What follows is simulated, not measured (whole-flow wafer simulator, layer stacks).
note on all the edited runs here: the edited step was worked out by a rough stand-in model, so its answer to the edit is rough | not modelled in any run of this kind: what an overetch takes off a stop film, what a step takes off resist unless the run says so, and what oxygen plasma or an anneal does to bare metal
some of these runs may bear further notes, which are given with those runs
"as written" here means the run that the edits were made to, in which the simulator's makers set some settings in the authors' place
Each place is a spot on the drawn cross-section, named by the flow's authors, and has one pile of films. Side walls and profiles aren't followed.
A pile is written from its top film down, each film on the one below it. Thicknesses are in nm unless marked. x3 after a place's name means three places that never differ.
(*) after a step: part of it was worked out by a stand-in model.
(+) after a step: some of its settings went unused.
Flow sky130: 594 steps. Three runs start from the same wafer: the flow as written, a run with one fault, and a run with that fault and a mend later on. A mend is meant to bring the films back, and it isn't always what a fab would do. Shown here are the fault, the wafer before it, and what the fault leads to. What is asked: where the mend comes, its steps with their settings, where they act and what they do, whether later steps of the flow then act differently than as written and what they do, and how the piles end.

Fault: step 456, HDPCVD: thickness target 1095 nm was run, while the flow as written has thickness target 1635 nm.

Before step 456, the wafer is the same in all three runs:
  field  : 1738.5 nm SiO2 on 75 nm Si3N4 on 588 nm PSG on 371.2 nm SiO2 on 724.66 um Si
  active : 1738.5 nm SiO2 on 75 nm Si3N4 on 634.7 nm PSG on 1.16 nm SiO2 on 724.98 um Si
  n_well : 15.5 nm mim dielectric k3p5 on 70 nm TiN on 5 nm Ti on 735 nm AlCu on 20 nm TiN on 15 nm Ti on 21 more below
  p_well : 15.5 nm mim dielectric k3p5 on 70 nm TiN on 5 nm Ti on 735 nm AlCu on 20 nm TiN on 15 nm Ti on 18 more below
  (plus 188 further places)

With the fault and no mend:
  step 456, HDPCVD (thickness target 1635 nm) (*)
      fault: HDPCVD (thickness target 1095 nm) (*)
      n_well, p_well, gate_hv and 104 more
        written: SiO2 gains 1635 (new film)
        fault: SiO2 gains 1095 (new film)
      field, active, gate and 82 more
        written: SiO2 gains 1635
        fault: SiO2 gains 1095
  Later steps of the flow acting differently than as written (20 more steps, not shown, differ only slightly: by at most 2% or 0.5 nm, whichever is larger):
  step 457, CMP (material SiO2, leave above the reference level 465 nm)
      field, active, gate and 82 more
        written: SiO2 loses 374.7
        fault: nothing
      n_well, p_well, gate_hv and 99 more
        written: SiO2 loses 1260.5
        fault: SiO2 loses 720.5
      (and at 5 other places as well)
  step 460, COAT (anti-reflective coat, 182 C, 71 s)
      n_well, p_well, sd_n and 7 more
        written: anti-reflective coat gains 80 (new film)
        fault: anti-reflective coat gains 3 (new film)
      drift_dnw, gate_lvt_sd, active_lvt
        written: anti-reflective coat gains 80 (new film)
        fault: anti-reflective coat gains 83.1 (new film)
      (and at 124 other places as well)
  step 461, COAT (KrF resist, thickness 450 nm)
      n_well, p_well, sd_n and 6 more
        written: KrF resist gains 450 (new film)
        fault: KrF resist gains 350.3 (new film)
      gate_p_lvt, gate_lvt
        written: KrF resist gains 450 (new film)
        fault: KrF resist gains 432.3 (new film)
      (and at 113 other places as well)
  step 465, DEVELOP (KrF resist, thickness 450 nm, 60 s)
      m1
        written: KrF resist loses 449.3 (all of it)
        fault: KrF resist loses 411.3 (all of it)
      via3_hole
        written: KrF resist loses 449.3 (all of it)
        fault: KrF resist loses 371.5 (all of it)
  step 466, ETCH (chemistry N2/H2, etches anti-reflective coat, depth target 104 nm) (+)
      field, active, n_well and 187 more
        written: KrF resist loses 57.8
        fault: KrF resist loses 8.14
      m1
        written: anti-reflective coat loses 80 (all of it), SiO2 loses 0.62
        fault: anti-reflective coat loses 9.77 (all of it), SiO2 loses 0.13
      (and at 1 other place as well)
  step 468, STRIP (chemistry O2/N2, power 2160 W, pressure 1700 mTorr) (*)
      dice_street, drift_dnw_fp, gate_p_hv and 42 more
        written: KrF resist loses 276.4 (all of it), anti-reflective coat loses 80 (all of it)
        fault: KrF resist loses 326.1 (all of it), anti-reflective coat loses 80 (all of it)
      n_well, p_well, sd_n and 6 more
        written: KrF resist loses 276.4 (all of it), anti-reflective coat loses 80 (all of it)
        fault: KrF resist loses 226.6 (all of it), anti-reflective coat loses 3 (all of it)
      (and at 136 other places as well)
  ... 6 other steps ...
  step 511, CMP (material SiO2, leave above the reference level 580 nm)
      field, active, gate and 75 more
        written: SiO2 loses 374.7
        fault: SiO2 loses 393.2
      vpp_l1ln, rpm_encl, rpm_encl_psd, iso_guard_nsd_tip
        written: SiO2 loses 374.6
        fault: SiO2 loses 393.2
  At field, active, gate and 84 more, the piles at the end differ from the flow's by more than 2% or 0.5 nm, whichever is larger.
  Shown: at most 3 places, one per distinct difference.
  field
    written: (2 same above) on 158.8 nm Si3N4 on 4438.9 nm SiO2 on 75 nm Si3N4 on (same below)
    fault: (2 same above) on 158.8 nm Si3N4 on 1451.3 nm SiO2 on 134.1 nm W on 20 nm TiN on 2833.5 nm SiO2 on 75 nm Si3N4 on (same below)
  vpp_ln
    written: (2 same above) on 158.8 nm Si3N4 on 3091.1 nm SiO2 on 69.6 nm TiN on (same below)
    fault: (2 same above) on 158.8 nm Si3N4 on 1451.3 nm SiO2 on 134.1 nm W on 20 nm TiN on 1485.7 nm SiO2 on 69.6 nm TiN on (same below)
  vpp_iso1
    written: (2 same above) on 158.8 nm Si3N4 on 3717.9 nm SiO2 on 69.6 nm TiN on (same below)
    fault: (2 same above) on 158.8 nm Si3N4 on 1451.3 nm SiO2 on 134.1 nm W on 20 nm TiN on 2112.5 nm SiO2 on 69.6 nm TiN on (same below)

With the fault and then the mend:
  After step 456 comes the mend.
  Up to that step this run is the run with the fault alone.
  step 456a, HDPCVD (thickness target 540 nm) (*) (the flow's step 456, run once more with other settings)
      field, active, n_well and 189 more
        SiO2 gains 540
  None of the later steps of the flow acts differently than as written at any place that is followed.
  The piles end the same as the flow's at every place that both follow.
